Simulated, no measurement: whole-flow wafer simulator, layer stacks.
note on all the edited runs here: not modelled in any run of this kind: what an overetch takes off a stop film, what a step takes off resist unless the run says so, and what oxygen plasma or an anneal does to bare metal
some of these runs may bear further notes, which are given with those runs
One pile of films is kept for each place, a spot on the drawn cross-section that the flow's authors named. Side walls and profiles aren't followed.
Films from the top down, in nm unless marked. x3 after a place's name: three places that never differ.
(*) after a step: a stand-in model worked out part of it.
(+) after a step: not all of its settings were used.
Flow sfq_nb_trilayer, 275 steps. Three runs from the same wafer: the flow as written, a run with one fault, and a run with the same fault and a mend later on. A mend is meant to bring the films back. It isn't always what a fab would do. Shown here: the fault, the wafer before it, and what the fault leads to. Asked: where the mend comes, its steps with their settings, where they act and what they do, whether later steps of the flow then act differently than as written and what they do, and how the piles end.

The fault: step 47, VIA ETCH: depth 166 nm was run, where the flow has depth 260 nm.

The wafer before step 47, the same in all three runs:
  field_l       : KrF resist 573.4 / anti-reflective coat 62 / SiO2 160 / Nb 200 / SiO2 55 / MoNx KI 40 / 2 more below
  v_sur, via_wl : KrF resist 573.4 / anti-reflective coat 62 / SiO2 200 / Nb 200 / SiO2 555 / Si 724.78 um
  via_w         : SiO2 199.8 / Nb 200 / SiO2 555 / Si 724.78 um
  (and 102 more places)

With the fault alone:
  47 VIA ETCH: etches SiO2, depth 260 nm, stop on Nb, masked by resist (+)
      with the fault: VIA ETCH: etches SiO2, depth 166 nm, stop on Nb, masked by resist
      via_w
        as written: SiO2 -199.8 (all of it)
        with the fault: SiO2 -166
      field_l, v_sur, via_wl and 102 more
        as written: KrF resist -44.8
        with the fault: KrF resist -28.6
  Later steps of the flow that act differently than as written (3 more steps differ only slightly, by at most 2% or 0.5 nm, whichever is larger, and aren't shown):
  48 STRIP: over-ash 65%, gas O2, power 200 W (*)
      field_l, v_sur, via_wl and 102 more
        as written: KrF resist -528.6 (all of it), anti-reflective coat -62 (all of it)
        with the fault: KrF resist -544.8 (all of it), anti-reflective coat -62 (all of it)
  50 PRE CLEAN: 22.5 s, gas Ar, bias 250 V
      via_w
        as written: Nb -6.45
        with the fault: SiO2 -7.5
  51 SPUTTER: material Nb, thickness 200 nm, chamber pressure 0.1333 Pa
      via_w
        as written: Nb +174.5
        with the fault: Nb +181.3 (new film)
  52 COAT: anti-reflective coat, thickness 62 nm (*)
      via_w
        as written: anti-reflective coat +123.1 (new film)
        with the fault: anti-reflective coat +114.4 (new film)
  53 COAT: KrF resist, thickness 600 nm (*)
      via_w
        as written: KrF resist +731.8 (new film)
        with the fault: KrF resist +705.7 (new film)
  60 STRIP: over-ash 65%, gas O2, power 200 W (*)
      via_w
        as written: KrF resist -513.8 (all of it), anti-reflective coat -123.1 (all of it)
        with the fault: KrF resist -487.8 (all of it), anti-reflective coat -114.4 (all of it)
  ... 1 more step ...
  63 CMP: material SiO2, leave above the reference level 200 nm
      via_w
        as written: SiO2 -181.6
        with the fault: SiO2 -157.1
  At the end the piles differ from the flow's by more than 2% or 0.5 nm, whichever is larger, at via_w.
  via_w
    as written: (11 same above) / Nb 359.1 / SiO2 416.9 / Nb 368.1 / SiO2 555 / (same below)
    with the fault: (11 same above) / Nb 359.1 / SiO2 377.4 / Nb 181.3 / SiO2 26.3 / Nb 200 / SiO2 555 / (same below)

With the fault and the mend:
  The mend comes after step 48.
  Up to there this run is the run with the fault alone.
  48a COAT: anti-reflective coat, thickness 62 nm (*) (the flow's step 40 once more)
      p4_fl x3, p4_w1 x9, p4_g1 x2 and 63 more
        anti-reflective coat +62 (new film)
      ce_r, sp_r, be_r and 12 more
        anti-reflective coat +61.8 (new film)
      gap, jj_sur, ce_l, c5j
        anti-reflective coat +61.7 (new film)
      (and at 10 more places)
  48b COAT: KrF resist, thickness 650 nm (*) (the flow's step 41 once more)
      p4_fl x3, p4_w1 x9, p4_g1 x2 and 63 more
        KrF resist +650 (new film)
      field_r, lsp_l, ln_m5, lsp_m, ln_m6, lsp_r, l0_sur
        KrF resist +649.6 (new film)
      r_sur, res, r_end, moat, l0v
        KrF resist +649.5 (new film)
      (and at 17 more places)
  48c SOFTBAKE: KrF resist (the flow's step 42 once more)
      changes no film at any place that is followed
  48d EXPOSE: photomask I0, dose 11.91 mJ/cm2, NA 0.6, wavelength 248 nm (*) (the flow's step 43 once more)
      changes no film at any place that is followed
  48e PEB: KrF resist, 90 s (the flow's step 44 once more)
      gap, jj_sur, ce_l and 93 more
        KrF resist -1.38
      via_v, wire, be, be_sur
        KrF resist -1.37
      field_l, via_sp
        KrF resist -1.36
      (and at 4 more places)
  48f DEVELOP: KrF resist, thickness 650 nm, 60 s (the flow's step 45 once more)
      field_l, v_sur, via_wl and 102 more
        KrF resist -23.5
      via_w
        KrF resist -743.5 (all of it)
  48g VIA ETCH: etches anti-reflective coat, depth 125 nm, masked by resist (+) (the flow's step 46 once more)
      field_l, v_sur, via_wl and 102 more
        KrF resist -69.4
      via_w
        anti-reflective coat -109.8 (all of it)
  48h VIA ETCH: etches SiO2, depth 94 nm, stop on Nb, masked by resist (+) (the flow's step 47 once more, with other settings)
      field_l, v_sur, via_wl and 102 more
        KrF resist -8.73
      via_w
        SiO2 -33.8 (all of it)
  48i STRIP: over-ash 65%, gas O2, power 200 W (*) (the flow's step 48 once more)
      p4_fl x3, p4_w1 x9, p4_g1 x2 and 63 more
        KrF resist -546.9 (all of it), anti-reflective coat -62 (all of it)
      moat, field_r, lsp_l, ln_m5, lsp_m, ln_m6, lsp_r, l0_sur
        KrF resist -546.5 (all of it), anti-reflective coat -61.8 (all of it)
      be_r, r_sur, res, r_end, l0v
        KrF resist -546.4 (all of it), anti-reflective coat -61.8 (all of it)
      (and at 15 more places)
  No later step of the flow acts differently than as written, at any place that is followed, by more than 2% or 0.5 nm, whichever is larger.
  At the end the piles differ from the flow's only slightly at the places that both follow, by at most 2% or 0.5 nm, whichever is larger.
